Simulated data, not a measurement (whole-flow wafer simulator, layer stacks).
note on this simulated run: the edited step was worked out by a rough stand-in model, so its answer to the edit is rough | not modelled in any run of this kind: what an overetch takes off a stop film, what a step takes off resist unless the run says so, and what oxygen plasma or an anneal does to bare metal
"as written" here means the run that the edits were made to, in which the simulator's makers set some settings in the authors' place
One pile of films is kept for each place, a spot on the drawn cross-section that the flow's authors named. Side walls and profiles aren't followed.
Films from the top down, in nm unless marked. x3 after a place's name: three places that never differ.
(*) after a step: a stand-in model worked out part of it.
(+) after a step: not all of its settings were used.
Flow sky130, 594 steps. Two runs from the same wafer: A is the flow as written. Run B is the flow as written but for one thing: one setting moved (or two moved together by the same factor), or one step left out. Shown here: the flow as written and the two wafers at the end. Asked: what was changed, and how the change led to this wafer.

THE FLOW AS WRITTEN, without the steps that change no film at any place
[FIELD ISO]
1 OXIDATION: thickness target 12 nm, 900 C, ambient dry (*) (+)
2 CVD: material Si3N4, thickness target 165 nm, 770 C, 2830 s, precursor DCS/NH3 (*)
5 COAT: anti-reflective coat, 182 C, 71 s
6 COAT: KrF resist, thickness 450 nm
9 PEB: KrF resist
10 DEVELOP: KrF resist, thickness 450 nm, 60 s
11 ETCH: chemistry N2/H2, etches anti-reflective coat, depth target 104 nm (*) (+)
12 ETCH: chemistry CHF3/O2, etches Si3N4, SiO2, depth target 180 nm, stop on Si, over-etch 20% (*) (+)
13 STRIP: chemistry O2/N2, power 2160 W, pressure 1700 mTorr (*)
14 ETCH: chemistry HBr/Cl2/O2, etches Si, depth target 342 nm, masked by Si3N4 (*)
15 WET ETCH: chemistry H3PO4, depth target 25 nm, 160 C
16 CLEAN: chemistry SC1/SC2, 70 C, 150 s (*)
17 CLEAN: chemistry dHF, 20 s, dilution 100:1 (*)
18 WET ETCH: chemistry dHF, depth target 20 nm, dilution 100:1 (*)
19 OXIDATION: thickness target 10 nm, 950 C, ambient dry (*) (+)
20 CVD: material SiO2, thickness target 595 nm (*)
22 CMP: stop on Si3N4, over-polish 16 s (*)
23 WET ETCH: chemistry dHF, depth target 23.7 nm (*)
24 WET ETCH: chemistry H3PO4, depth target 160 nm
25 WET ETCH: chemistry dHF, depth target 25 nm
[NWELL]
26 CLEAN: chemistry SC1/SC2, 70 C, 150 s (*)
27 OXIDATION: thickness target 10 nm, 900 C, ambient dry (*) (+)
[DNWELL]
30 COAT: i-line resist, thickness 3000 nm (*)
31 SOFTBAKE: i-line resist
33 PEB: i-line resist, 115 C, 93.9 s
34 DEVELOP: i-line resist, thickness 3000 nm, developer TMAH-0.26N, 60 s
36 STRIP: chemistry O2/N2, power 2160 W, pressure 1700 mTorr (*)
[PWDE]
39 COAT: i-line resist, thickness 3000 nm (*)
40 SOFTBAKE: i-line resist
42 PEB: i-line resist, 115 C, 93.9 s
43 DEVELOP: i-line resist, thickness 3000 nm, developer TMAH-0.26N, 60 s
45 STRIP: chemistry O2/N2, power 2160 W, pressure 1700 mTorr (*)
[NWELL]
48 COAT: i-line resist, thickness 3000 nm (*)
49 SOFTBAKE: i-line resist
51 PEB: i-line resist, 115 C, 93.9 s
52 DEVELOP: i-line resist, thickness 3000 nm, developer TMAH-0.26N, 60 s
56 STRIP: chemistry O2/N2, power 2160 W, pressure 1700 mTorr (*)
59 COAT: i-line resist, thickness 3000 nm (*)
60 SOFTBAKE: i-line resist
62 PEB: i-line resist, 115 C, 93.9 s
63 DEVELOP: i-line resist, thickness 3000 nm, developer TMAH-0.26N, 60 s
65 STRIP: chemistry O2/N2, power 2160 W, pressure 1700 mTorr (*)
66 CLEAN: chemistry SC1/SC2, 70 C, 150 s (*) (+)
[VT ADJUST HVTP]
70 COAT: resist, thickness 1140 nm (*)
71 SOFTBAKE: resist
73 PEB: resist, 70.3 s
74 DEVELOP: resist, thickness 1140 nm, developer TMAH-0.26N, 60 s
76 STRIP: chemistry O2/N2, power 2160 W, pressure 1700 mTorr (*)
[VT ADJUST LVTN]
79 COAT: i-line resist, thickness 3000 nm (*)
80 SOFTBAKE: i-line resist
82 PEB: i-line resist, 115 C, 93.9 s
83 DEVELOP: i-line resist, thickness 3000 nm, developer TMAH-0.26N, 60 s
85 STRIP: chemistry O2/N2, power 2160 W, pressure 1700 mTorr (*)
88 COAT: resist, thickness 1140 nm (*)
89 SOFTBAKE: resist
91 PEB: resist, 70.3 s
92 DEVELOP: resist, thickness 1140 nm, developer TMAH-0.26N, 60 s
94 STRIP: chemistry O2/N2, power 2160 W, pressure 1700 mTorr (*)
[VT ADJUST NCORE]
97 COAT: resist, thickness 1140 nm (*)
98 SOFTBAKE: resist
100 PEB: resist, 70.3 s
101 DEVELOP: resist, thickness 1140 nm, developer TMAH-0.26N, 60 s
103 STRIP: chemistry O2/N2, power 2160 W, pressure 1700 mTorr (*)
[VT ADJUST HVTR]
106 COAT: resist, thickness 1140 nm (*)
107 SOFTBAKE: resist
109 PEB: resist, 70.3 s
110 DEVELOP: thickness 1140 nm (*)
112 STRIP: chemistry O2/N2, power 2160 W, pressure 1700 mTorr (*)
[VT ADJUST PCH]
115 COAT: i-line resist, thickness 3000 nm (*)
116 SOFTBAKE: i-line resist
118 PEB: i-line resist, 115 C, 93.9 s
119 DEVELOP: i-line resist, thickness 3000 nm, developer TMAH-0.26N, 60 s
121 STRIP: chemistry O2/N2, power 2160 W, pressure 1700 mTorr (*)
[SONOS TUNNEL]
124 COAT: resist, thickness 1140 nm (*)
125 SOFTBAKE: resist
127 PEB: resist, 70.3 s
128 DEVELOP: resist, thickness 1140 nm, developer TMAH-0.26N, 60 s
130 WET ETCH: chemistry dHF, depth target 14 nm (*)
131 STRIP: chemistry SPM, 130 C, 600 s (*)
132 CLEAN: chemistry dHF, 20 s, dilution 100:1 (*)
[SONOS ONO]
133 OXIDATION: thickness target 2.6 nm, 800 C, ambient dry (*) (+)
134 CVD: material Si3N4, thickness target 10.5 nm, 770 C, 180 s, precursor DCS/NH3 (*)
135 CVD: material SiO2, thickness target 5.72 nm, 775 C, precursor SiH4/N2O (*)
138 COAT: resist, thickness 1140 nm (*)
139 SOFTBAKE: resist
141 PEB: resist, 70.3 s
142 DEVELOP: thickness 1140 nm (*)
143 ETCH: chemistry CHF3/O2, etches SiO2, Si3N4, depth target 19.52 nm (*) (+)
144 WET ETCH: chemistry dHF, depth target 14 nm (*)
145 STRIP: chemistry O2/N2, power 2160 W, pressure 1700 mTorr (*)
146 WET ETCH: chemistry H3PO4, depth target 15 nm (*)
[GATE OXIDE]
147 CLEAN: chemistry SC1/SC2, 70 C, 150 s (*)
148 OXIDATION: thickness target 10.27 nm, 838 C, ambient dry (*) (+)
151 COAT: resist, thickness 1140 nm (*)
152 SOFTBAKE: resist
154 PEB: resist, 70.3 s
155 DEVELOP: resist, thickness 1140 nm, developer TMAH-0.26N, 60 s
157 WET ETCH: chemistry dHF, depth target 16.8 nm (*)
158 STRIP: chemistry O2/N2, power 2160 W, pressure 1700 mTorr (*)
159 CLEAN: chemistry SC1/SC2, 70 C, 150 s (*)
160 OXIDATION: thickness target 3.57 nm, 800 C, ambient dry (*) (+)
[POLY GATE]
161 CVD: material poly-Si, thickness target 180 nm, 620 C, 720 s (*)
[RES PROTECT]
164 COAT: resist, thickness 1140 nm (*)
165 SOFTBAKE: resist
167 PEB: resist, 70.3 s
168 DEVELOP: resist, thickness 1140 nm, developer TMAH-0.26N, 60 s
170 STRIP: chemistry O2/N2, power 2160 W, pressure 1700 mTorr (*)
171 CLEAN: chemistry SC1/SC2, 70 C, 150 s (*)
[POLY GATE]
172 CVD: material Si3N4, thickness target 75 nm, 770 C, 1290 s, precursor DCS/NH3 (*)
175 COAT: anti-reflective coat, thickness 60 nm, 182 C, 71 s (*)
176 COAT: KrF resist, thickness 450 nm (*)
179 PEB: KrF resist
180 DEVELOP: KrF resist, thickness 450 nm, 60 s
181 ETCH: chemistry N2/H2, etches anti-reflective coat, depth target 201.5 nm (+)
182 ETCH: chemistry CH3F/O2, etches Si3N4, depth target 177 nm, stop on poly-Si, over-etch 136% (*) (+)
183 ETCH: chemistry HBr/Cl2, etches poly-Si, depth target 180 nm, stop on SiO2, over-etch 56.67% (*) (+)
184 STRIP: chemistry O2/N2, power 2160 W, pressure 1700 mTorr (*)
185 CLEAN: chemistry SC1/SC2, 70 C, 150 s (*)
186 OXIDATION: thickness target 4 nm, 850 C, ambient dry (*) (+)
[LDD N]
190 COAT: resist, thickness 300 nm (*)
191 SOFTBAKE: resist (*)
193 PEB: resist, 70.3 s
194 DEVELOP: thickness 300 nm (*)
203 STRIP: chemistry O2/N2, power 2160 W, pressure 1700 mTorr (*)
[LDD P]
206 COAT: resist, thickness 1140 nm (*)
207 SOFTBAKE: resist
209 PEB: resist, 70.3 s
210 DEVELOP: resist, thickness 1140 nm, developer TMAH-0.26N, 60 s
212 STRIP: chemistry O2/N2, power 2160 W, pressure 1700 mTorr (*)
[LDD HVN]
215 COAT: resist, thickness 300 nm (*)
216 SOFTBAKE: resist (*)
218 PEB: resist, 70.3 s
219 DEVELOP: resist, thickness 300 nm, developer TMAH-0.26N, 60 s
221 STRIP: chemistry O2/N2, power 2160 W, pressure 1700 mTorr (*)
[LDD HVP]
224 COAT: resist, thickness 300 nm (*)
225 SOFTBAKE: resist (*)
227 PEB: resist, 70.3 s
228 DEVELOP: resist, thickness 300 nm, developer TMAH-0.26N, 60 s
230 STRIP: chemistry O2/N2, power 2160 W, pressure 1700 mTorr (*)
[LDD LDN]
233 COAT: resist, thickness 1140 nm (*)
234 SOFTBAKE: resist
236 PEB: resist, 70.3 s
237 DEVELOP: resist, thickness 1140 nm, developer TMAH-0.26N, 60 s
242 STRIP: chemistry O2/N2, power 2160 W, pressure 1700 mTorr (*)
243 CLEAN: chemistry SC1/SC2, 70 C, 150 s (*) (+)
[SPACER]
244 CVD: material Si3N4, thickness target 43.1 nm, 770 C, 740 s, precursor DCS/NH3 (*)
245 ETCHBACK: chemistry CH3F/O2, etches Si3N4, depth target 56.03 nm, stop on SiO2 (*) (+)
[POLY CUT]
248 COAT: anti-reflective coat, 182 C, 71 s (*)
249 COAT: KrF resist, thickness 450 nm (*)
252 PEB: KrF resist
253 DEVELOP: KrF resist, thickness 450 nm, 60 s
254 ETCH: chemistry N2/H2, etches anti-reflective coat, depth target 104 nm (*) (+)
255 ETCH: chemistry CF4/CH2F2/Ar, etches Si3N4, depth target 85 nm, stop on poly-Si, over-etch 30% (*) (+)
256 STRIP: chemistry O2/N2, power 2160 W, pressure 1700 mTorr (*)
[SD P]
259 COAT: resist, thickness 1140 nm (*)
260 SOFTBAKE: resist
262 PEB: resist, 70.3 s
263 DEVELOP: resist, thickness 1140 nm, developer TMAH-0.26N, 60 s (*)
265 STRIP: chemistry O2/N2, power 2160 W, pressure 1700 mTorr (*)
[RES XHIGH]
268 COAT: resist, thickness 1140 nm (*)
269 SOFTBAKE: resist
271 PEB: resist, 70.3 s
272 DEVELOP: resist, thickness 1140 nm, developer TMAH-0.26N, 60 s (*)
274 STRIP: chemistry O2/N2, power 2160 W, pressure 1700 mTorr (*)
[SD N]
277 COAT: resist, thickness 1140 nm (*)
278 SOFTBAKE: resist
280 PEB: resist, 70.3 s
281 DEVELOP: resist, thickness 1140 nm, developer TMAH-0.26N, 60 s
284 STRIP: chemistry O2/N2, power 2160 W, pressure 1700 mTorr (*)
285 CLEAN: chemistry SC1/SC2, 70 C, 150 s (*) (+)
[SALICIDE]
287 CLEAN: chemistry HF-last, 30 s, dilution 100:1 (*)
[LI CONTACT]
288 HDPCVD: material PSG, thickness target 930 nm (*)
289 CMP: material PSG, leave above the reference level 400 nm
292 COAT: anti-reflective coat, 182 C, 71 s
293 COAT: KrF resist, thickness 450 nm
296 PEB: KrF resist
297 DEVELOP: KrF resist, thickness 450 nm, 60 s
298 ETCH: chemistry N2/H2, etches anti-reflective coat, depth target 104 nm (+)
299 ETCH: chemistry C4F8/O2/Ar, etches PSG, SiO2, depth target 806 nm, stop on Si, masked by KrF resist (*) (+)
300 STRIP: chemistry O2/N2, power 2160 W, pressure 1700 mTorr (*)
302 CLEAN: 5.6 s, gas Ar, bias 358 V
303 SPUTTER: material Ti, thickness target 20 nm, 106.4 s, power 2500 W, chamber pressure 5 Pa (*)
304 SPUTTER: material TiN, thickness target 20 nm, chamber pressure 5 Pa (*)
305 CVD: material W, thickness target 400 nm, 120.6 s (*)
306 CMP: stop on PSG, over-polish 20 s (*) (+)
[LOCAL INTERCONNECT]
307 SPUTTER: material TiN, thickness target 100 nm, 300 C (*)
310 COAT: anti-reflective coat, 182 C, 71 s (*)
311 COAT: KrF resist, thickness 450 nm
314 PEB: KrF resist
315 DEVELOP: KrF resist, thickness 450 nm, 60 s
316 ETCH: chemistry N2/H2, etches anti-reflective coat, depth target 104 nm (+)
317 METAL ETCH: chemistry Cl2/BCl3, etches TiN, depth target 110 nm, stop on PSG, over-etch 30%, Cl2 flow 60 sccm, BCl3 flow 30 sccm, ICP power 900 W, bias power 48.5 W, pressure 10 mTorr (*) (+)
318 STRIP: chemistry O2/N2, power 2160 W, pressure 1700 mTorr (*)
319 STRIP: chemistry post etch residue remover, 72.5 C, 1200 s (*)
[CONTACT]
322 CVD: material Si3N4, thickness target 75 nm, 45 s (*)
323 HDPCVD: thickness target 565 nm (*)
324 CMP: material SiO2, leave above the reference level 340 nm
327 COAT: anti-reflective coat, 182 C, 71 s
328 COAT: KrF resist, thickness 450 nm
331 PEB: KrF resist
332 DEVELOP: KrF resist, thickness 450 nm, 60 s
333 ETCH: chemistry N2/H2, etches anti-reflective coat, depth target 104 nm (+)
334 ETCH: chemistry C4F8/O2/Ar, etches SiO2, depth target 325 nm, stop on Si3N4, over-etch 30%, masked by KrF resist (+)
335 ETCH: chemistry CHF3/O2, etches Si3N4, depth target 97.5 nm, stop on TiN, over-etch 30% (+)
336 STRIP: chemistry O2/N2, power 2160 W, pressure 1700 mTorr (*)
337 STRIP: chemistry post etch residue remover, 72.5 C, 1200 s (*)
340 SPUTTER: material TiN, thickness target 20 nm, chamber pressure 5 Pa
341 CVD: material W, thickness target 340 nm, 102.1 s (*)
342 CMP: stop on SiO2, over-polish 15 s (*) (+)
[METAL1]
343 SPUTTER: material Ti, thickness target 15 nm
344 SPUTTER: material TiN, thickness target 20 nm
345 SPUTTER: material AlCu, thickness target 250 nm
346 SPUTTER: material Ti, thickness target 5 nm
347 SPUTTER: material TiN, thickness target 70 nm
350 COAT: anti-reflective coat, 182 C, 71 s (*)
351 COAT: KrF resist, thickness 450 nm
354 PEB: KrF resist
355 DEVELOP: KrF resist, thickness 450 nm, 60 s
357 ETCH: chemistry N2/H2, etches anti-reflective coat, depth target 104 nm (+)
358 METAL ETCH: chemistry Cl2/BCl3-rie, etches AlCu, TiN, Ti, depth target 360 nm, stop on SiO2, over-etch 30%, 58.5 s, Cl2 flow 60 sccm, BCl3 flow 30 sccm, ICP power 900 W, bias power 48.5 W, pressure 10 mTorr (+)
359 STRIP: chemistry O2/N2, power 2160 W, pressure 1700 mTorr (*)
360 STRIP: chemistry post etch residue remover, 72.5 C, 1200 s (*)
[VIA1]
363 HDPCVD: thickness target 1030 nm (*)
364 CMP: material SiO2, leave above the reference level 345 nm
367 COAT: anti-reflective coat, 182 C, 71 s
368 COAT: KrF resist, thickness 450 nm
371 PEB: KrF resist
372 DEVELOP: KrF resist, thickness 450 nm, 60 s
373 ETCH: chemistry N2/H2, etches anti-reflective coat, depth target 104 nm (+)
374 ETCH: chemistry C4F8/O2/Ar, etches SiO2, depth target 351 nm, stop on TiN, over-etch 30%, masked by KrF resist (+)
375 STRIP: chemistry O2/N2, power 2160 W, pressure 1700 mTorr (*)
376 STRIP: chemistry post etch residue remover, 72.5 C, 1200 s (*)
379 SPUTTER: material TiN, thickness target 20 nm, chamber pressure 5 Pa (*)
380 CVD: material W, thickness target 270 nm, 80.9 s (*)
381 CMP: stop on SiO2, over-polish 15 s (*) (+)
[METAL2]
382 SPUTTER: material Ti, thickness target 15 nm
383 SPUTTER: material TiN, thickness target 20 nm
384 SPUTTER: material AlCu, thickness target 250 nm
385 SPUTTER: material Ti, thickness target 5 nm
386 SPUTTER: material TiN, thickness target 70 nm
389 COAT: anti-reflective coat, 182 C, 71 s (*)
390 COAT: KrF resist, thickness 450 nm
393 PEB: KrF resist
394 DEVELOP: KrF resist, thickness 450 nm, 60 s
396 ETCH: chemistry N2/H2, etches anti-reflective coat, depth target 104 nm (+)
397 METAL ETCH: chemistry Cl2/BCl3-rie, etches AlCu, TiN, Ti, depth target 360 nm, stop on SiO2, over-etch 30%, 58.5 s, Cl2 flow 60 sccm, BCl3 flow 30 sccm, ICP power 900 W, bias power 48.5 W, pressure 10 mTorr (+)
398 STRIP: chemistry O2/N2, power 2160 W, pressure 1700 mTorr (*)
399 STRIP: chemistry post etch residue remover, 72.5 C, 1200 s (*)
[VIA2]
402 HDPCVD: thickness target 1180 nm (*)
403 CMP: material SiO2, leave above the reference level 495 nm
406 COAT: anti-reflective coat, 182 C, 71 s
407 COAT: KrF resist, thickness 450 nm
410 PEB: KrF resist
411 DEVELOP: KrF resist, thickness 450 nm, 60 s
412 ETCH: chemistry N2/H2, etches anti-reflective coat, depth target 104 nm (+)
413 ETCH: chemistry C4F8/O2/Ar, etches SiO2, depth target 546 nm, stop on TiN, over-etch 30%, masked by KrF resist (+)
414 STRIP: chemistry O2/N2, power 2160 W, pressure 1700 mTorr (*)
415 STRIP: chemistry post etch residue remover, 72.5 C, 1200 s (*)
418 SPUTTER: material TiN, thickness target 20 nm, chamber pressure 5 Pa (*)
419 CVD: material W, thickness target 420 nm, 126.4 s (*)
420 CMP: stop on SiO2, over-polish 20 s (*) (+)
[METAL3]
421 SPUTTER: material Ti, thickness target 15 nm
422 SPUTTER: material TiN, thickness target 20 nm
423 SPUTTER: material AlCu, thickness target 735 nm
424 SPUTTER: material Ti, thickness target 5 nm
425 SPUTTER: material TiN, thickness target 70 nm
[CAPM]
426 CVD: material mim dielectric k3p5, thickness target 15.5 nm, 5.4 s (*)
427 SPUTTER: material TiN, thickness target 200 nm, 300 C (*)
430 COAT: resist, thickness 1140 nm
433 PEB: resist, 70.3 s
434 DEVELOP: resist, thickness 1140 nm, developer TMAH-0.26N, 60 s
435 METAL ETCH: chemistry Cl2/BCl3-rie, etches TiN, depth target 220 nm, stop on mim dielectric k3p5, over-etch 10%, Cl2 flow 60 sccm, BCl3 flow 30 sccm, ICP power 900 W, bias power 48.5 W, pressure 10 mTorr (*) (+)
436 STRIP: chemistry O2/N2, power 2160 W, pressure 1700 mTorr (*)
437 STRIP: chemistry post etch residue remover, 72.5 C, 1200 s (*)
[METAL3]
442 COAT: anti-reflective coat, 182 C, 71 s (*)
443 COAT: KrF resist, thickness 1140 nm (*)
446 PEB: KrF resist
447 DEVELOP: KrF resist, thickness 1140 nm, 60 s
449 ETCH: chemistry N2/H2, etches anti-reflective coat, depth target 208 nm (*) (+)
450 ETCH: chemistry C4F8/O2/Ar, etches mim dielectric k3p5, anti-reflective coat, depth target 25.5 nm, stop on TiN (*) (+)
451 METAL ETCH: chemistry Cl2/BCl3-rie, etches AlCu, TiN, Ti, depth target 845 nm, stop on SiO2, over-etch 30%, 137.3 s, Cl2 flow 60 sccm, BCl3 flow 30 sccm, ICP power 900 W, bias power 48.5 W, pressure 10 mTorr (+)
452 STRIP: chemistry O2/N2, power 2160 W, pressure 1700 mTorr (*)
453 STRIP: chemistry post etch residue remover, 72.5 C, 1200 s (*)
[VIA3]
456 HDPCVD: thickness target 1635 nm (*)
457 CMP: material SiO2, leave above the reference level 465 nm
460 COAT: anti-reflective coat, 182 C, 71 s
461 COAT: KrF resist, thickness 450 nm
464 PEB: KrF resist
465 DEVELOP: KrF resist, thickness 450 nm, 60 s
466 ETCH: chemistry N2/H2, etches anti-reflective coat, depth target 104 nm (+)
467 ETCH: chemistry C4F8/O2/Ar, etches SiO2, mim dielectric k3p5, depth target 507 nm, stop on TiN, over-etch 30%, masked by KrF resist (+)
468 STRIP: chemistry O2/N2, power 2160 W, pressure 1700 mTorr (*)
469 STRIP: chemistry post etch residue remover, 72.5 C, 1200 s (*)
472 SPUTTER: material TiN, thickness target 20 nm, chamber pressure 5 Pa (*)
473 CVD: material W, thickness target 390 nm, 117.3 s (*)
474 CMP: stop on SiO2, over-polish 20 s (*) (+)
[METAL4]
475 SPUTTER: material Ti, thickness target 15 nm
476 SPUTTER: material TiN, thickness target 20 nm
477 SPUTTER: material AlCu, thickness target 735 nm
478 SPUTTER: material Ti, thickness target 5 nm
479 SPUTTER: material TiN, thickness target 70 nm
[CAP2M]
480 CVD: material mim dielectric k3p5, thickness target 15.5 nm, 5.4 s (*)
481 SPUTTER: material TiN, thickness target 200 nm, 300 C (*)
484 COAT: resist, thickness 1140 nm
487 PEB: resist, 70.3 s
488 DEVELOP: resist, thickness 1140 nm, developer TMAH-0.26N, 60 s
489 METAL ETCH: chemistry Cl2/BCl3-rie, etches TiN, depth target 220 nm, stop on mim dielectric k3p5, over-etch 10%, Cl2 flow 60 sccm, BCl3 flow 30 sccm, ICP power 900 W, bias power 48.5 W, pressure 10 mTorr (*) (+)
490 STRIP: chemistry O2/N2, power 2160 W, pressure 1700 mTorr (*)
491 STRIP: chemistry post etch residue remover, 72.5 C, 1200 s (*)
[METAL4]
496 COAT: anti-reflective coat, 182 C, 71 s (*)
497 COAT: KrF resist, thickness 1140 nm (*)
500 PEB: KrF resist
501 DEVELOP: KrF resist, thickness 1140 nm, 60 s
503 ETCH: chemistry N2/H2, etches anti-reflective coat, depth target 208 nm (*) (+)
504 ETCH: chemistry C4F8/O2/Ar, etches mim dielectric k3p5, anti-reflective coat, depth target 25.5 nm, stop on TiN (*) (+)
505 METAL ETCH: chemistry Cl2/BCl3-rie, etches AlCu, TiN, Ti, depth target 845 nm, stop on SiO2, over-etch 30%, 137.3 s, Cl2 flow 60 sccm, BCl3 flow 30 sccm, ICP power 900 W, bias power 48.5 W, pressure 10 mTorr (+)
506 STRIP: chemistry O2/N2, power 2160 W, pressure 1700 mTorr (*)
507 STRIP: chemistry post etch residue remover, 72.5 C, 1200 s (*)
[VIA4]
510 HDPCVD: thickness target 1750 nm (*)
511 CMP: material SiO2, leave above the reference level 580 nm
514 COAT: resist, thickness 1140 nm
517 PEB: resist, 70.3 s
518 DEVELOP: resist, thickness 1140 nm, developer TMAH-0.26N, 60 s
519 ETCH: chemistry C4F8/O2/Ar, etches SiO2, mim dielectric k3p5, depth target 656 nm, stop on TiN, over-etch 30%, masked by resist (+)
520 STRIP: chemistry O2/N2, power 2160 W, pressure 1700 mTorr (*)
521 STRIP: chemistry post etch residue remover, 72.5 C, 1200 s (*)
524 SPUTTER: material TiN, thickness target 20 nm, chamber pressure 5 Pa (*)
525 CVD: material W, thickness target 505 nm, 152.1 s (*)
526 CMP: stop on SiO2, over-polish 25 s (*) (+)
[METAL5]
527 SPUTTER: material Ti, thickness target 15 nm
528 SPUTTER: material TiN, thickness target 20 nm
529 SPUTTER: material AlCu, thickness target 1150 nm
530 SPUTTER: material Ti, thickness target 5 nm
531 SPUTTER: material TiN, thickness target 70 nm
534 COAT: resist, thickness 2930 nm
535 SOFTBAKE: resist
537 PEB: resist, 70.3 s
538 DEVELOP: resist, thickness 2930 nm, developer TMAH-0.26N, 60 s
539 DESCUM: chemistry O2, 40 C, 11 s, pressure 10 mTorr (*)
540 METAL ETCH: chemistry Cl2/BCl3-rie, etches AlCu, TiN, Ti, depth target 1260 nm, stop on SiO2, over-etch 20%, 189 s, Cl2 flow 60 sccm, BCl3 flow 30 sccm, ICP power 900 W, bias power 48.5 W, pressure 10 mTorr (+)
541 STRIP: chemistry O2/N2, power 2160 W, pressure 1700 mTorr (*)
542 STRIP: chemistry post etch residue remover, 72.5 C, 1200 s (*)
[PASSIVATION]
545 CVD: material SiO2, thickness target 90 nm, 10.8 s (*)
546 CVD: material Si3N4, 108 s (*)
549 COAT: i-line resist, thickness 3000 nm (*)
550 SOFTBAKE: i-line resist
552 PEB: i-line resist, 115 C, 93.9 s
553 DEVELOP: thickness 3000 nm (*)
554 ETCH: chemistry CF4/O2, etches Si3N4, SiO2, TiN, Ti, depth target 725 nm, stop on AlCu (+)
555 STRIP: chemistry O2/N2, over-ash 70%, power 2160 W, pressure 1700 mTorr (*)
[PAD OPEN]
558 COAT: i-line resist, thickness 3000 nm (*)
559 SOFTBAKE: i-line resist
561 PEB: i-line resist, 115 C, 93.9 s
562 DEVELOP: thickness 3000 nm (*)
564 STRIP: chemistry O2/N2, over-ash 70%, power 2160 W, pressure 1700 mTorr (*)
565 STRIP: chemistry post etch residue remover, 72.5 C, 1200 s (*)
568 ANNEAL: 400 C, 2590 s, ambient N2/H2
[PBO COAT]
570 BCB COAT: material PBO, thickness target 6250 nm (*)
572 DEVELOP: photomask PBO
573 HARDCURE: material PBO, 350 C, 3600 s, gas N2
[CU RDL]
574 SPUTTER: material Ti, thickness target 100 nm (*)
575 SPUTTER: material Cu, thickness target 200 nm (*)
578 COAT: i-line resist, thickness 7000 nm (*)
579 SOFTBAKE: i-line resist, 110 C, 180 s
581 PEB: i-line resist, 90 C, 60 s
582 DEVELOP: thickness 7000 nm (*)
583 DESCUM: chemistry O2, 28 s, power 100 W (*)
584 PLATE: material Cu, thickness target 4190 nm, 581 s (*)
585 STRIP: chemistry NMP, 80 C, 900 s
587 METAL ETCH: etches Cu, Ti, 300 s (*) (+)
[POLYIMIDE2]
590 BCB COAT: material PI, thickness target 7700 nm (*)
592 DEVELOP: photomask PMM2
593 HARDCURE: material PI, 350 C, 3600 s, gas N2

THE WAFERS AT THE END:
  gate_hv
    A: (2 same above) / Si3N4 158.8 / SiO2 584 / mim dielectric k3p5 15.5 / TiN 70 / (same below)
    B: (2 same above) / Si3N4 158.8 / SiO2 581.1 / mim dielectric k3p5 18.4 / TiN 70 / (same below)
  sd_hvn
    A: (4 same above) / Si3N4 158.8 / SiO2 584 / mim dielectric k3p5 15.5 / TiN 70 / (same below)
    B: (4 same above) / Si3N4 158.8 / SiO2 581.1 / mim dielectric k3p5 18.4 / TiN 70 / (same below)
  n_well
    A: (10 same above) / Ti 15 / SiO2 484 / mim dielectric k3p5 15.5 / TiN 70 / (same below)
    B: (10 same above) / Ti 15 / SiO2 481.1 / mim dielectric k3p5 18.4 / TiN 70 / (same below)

The cause: step 480, CVD: thickness target 18.4 nm was run, where the flow has thickness target 15.5 nm; step 480, CVD: 6.43 s was run, where the flow has 5.4 s.
It can be read off the wafer: gate_hv has mim dielectric k3p5 18.4, and step 480 as written asks for 15.5 nm.

How the change led to this, step by step:
  480 CVD: material mim dielectric k3p5, thickness target 15.5 nm, 5.4 s (*)
      field, active, n_well and 189 more: A mim dielectric k3p5 +15.5 (new film) | B mim dielectric k3p5 +18.4 (new film)
  504 ETCH: chemistry C4F8/O2/Ar, etches mim dielectric k3p5, anti-reflective coat, depth target 25.5 nm, stop on TiN (*) (+)
      n_well, p_well, gate_hv and 102 more: A KrF resist -15.5 | B KrF resist -17
      field, active, gate and 85 more: A mim dielectric k3p5 -15.5 (all of it) | B mim dielectric k3p5 -18.4 (all of it)
  519 ETCH: chemistry C4F8/O2/Ar, etches SiO2, mim dielectric k3p5, depth target 656 nm, stop on TiN, over-etch 30%, masked by resist (+)
      m1: A SiO2 -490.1 (all of it), mim dielectric k3p5 -15.5 (all of it) | B SiO2 -487.2 (all of it), mim dielectric k3p5 -18.4 (all of it)
      via4_hole: A SiO2 -489.5 (all of it), mim dielectric k3p5 -15.5 (all of it) | B SiO2 -486.6 (all of it), mim dielectric k3p5 -18.4 (all of it)
